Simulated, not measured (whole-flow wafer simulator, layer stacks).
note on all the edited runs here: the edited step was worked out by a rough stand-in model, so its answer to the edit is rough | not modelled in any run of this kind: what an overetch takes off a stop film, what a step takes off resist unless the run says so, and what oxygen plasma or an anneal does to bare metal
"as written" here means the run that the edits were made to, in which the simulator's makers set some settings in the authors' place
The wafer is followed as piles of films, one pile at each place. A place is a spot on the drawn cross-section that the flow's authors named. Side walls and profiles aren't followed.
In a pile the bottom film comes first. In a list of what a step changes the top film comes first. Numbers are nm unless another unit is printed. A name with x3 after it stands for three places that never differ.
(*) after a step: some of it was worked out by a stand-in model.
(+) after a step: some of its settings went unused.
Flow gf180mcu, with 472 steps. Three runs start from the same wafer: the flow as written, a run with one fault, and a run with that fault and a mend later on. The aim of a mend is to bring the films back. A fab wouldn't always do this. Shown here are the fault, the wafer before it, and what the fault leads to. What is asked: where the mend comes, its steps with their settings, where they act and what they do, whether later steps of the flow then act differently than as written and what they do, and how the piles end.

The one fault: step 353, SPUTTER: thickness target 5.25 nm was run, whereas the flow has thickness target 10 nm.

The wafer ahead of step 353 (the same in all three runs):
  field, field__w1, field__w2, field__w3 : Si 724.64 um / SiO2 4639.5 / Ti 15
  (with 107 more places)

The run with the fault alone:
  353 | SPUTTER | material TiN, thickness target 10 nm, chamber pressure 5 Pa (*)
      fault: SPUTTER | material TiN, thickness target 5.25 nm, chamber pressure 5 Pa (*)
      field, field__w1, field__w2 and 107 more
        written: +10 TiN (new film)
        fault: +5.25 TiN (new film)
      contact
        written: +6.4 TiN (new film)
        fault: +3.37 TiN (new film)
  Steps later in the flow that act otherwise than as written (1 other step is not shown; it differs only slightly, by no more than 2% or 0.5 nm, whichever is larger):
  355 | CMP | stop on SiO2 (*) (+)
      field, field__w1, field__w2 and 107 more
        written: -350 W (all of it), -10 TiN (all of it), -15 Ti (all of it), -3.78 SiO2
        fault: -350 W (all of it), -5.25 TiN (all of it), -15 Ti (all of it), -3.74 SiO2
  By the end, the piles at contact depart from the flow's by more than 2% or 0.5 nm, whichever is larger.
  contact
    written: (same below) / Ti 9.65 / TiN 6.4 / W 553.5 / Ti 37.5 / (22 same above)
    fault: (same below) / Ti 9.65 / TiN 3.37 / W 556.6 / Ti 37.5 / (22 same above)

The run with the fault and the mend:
  The mend stands after step 353.
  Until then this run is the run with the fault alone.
  353a | SPUTTER | material TiN, thickness target 4.75 nm, chamber pressure 5 Pa (*) (the flow's step 353, run once more with other settings)
      field, field__w1, field__w2 and 107 more
        +4.75 TiN
      contact
        +3.04 TiN
  None of the later steps of the flow acts differently than as written at any place that is followed.
  The piles end the same as the flow's at every place that both follow.
